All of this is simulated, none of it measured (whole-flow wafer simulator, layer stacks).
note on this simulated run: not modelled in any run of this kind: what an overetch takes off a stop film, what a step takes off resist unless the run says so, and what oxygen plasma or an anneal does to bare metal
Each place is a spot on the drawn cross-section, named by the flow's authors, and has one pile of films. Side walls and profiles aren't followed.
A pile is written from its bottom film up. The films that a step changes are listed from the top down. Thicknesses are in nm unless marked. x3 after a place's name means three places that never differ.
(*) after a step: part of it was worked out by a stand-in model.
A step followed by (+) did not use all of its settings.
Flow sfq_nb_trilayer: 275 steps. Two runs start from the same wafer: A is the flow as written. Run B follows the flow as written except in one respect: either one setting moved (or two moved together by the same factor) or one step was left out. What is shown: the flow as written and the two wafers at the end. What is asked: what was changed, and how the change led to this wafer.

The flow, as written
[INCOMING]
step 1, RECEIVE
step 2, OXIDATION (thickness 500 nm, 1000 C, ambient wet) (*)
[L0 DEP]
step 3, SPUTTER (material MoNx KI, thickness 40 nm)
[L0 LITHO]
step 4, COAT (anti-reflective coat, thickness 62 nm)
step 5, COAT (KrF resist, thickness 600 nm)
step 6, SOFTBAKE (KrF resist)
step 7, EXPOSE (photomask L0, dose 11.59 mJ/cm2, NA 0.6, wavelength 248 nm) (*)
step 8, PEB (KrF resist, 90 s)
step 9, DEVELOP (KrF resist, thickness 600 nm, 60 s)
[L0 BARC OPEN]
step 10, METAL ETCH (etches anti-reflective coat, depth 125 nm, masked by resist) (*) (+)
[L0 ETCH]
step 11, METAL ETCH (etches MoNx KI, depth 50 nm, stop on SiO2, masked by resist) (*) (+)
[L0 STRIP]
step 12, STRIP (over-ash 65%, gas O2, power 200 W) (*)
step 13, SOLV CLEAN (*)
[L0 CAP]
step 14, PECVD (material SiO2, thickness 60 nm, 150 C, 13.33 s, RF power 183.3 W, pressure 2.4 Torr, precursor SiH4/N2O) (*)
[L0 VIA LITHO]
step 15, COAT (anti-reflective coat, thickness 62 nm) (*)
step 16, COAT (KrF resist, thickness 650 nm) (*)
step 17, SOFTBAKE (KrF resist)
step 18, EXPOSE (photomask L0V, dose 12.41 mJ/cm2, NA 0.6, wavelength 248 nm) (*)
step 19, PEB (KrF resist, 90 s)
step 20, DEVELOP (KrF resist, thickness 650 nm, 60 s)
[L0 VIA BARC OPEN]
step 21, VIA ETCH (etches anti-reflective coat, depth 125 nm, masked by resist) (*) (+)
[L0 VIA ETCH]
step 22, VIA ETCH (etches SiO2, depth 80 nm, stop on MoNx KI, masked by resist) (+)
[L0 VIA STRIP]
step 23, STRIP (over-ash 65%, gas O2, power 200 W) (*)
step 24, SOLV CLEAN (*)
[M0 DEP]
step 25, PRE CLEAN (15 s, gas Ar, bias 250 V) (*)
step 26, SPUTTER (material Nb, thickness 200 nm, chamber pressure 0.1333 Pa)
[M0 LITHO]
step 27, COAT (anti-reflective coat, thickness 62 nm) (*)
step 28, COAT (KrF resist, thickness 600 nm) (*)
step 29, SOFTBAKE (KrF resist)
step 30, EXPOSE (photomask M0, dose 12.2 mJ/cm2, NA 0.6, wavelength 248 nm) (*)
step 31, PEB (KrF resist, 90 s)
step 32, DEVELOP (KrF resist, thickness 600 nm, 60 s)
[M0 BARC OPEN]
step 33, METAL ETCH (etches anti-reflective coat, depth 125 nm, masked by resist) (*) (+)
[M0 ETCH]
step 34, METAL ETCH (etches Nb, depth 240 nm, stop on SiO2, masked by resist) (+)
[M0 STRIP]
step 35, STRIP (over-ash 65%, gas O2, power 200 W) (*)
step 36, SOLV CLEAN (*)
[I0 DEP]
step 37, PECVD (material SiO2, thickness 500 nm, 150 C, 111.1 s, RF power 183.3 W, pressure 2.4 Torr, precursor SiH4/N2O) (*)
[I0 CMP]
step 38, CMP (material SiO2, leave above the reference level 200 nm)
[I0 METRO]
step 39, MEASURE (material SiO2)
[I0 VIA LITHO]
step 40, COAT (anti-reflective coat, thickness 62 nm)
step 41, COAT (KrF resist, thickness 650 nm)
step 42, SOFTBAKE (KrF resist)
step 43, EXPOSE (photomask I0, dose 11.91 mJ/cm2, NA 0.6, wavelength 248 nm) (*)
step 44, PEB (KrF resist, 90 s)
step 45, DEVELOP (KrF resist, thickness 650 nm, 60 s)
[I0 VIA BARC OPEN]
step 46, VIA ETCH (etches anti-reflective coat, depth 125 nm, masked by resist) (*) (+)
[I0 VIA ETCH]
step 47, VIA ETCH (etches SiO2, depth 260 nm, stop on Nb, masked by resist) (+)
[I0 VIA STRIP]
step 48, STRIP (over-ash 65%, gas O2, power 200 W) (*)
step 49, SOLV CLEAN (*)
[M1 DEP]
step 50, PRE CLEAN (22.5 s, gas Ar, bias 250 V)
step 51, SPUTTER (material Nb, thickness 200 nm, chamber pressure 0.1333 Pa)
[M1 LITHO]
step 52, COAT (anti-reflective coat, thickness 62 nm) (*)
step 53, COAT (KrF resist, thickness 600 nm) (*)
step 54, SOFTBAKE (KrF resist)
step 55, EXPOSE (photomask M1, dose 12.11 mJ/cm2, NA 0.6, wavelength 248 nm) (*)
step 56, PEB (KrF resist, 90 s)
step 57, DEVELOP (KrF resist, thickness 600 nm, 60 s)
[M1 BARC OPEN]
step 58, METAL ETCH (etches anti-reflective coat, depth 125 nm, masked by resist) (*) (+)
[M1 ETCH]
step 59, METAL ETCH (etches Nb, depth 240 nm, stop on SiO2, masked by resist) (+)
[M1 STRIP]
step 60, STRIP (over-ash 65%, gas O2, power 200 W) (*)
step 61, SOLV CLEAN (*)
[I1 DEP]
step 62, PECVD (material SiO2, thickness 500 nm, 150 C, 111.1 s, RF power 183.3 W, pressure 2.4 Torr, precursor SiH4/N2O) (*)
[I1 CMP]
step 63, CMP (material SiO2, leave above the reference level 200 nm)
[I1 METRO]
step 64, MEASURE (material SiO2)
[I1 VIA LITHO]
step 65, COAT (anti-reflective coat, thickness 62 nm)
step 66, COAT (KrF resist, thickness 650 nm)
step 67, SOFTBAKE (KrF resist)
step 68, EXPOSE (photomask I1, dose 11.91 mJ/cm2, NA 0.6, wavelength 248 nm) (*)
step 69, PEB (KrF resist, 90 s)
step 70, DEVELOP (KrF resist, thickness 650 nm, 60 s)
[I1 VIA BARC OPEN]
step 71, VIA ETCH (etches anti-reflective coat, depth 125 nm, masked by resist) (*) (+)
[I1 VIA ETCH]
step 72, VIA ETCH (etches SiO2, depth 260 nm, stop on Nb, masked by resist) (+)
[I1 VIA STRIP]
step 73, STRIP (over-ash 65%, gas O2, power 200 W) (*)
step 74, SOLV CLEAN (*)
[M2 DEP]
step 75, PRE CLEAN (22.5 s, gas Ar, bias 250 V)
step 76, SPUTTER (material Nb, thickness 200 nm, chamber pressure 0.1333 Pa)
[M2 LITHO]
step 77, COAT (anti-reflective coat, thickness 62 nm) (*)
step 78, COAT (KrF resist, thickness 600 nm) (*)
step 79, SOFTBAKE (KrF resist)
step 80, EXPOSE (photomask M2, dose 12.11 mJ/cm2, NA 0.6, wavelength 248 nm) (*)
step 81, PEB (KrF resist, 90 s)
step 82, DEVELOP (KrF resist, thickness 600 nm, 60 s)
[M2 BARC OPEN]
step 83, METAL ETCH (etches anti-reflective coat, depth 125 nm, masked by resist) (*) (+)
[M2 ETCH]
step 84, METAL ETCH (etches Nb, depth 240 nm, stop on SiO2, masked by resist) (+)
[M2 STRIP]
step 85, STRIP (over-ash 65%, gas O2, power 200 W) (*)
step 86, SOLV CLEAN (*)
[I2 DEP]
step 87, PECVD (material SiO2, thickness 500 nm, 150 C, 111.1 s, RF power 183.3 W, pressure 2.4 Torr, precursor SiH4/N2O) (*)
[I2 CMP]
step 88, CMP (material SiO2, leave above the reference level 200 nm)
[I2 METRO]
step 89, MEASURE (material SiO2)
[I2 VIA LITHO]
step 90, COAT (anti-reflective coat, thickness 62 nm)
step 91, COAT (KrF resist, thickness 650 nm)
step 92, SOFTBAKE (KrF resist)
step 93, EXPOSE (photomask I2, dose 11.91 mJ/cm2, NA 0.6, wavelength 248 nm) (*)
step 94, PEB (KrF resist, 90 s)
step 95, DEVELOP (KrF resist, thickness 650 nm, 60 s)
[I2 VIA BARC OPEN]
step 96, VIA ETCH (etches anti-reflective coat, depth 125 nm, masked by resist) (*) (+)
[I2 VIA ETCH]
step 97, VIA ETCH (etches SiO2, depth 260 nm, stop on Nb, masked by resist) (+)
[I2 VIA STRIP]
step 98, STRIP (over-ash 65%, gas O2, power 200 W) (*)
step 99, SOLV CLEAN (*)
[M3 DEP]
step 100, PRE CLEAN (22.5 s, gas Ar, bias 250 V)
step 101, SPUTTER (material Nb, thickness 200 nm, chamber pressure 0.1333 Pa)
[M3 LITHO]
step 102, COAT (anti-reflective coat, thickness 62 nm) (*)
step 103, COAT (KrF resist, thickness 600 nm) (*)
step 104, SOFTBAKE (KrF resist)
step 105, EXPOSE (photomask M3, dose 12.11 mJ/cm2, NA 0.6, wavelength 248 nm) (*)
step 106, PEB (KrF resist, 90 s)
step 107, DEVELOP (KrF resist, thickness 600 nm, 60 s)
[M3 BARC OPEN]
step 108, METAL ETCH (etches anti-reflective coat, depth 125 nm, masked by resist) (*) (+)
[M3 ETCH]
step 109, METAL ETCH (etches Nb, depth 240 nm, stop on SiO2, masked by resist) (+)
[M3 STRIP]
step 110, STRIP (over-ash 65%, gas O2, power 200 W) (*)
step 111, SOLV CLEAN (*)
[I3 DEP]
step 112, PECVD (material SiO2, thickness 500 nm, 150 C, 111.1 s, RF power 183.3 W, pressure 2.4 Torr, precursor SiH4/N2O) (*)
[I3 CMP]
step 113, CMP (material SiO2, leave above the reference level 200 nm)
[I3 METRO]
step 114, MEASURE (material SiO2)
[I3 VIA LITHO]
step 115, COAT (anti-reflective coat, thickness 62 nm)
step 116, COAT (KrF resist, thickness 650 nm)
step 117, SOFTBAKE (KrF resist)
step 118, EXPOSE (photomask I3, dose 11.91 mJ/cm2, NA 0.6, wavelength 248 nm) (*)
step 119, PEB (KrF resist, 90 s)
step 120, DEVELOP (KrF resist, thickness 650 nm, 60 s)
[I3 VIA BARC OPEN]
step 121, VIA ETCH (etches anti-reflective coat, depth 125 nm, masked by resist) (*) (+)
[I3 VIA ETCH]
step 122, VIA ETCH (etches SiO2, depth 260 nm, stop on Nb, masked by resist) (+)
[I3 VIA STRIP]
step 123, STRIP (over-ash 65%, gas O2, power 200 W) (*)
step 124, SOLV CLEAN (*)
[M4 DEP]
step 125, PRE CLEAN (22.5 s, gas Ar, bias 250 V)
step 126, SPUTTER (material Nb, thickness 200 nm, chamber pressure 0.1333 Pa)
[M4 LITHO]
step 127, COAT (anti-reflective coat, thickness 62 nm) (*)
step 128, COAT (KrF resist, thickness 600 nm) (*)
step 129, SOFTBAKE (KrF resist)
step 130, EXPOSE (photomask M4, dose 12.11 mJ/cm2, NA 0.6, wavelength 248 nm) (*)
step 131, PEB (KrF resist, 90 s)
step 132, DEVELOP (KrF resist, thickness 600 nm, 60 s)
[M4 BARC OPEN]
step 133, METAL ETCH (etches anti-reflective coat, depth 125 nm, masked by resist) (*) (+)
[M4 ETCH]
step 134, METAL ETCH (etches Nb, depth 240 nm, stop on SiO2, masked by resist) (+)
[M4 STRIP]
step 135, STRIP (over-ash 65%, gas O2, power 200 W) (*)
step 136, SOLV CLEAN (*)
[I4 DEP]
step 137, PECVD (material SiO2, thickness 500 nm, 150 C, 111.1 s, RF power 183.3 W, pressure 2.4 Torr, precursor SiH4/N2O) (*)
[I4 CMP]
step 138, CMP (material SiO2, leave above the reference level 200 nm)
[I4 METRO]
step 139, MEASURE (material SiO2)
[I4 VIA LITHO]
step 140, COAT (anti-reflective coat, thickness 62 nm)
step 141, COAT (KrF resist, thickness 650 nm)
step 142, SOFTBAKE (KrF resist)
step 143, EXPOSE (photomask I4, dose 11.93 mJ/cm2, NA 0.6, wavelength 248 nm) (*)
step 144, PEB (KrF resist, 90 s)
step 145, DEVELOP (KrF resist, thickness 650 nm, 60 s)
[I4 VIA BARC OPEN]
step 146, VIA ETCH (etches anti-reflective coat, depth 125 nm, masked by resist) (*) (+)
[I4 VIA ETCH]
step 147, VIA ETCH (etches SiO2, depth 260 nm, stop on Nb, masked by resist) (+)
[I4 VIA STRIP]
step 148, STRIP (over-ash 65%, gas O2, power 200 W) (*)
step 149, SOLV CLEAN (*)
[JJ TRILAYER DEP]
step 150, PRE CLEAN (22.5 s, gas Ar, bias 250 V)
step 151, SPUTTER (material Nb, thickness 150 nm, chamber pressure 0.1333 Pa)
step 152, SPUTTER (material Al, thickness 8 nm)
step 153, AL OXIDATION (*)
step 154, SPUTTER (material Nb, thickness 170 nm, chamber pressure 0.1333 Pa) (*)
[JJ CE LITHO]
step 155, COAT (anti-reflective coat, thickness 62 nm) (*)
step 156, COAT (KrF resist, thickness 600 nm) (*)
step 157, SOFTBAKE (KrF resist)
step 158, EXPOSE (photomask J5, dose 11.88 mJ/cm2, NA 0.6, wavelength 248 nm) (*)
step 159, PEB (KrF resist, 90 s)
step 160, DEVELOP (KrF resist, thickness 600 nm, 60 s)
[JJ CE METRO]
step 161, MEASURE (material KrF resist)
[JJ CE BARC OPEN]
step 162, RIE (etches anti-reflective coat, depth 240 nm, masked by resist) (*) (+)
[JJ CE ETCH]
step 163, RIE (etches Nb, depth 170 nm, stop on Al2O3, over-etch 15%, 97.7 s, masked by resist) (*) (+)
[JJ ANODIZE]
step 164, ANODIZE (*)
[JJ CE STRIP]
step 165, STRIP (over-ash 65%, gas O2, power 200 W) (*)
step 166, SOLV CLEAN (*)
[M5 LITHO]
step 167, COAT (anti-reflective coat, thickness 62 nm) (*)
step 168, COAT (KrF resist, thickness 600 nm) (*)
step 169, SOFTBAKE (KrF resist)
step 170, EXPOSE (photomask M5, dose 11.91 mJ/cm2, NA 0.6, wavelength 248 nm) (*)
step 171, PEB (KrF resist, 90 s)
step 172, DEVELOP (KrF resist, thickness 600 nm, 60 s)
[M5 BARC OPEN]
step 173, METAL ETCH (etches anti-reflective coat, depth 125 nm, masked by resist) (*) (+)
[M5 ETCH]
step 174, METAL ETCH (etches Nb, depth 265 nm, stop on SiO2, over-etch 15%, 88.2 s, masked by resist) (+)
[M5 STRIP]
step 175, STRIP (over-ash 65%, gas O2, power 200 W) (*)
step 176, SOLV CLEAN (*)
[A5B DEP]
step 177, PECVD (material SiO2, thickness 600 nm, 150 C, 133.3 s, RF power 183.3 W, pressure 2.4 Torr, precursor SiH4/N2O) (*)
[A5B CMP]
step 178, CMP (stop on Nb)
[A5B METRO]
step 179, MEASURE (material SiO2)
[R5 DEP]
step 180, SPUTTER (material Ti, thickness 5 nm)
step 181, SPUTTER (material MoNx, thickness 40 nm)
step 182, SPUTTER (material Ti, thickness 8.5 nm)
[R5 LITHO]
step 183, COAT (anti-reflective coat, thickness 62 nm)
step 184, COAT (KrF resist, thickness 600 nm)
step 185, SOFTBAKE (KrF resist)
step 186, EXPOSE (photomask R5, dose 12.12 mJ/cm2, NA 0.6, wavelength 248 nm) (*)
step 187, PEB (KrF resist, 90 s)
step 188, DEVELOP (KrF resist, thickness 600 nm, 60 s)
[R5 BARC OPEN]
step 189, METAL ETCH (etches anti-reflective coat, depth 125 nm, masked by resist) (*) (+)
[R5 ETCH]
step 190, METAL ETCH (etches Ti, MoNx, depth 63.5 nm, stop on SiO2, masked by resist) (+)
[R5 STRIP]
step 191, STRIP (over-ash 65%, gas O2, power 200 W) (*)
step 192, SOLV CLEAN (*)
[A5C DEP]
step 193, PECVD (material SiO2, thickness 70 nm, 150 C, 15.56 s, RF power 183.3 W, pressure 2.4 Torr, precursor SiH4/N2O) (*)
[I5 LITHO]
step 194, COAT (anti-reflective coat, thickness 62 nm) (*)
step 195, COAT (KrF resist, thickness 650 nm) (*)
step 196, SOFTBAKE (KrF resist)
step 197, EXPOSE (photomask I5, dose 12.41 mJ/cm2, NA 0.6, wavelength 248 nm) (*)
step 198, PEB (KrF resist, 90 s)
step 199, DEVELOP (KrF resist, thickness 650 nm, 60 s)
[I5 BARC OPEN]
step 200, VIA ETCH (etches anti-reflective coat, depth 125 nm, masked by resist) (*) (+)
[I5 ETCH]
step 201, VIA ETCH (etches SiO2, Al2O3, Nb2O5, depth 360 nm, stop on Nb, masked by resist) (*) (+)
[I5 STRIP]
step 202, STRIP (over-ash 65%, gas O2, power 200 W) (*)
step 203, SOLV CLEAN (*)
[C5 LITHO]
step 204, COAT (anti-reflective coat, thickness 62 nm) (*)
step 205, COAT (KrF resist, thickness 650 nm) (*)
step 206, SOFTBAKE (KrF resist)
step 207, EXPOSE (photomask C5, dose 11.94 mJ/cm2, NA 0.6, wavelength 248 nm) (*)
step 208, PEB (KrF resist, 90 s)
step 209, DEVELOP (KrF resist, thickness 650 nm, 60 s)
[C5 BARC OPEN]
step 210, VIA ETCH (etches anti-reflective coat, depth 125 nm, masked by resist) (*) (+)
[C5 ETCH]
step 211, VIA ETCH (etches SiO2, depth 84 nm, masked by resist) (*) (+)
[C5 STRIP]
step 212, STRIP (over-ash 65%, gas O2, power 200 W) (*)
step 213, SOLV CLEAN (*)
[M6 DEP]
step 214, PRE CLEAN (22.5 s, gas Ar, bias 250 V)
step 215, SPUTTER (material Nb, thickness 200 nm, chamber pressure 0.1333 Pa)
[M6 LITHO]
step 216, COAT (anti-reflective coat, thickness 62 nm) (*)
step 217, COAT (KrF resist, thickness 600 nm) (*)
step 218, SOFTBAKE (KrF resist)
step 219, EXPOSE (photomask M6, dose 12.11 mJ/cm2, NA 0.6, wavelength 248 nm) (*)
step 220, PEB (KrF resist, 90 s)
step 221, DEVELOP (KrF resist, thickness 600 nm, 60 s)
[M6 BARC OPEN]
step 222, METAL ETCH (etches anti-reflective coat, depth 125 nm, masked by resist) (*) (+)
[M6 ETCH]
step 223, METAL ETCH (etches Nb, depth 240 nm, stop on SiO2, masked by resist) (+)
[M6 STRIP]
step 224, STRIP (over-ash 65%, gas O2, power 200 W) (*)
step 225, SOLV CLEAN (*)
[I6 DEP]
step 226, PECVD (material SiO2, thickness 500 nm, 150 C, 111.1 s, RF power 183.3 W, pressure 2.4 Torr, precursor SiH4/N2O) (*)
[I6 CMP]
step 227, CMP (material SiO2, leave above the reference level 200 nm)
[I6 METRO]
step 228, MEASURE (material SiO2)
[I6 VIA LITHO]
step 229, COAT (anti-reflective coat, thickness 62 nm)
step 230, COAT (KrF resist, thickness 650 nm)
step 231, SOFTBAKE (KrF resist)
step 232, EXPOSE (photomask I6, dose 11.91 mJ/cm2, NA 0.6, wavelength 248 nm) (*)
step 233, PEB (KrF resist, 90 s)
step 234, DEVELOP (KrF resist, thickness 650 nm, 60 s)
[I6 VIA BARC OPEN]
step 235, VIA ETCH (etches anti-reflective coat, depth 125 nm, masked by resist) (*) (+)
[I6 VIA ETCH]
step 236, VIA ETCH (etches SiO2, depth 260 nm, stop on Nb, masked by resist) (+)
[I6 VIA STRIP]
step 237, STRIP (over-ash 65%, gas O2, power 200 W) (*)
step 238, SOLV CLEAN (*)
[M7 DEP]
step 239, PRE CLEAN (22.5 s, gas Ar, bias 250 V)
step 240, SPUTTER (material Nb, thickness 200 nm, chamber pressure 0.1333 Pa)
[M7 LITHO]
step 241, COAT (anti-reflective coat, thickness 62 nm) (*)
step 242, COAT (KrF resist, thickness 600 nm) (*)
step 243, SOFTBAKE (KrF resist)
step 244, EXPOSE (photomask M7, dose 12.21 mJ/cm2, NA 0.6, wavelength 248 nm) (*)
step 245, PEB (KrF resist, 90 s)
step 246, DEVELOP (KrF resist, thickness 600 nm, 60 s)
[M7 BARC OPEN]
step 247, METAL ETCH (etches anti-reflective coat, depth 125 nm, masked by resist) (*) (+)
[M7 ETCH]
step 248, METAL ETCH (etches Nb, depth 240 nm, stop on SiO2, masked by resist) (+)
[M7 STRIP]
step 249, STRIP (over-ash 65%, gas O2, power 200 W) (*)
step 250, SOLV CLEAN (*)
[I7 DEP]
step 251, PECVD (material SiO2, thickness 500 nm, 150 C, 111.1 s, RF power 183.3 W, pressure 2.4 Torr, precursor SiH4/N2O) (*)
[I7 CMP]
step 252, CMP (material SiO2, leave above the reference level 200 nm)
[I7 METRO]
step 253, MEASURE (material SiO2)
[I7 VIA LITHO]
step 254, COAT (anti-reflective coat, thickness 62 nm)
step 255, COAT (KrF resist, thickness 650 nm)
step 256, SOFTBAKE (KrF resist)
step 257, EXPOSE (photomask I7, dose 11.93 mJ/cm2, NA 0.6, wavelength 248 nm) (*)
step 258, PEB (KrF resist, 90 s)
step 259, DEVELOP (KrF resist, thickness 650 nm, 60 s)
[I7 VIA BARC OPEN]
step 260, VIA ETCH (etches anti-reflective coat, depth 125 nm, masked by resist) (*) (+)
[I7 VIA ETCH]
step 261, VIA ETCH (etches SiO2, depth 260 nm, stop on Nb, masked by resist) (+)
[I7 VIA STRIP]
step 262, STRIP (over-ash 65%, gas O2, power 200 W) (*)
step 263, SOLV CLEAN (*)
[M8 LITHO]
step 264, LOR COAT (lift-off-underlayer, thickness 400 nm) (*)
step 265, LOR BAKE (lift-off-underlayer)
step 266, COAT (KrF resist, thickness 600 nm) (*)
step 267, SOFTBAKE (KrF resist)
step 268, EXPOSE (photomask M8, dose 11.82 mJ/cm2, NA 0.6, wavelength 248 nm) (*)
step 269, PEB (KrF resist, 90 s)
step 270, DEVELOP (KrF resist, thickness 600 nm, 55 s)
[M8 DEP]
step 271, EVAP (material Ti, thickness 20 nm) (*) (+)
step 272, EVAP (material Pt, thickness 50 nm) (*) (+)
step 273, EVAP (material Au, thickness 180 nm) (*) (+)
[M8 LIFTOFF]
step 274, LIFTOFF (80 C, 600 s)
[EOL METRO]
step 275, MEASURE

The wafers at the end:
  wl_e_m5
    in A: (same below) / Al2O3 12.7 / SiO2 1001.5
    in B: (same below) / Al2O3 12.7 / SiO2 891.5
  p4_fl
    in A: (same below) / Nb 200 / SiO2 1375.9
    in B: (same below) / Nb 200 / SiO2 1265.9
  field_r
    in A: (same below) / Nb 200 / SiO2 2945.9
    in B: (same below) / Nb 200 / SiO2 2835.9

The reason: step 240, SPUTTER: thickness 90 nm was run, whereas the flow has thickness 200 nm.

The path from the change to this, step by step:
  step 240, SPUTTER (material Nb, thickness 200 nm, chamber pressure 0.1333 Pa)
      field_l, v_sur, via_wl and 102 more: A +200 Nb (new film) | B +90 Nb (new film)
      via_v: A +161.1 Nb | B +72.4 Nb
  step 241, COAT (anti-reflective coat, thickness 62 nm) (*)
      via_v: A +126 anti-reflective coat (new film) | B +120 anti-reflective coat (new film)
  step 248, METAL ETCH (etches Nb, depth 240 nm, stop on SiO2, masked by resist) (+)
      field_l, field_r, lsp_l and 62 more: A -200 Nb (all of it) | B -90 Nb (all of it)
      v_sur, via_wl, via_w and 38 more: A -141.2 KrF resist | B -79.4 KrF resist
  step 249, STRIP (over-ash 65%, gas O2, power 200 W) (*)
      wl_j_sl, wl_jj, wl_j_sr and 14 more: A -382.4 KrF resist (all of it), -62 anti-reflective coat (all of it) | B -444.1 KrF resist (all of it), -62 anti-reflective coat (all of it)
      ln_m5, lsp_m: A -381.9 KrF resist (all of it), -61.8 anti-reflective coat (all of it) | B -443.7 KrF resist (all of it), -61.8 anti-reflective coat (all of it)
      (and at 22 other places as well)
  step 251, PECVD (material SiO2, thickness 500 nm, 150 C, 111.1 s, RF power 183.3 W, pressure 2.4 Torr, precursor SiH4/N2O) (*)
      field_r, lsp_l: A +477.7 SiO2 | B +489.9 SiO2
      m7r_space_l, m7r_space_r: A +557.1 SiO2 | B +500 SiO2
      (and at 1 other place as well)
  step 252, CMP (material SiO2, leave above the reference level 200 nm)
      field_l, p4_fl, p4_fm and 56 more: A -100 SiO2 | B -210 SiO2
      field_r, lsp_l: A -77.7 SiO2 | B -199.9 SiO2
      (and at 5 other places as well)
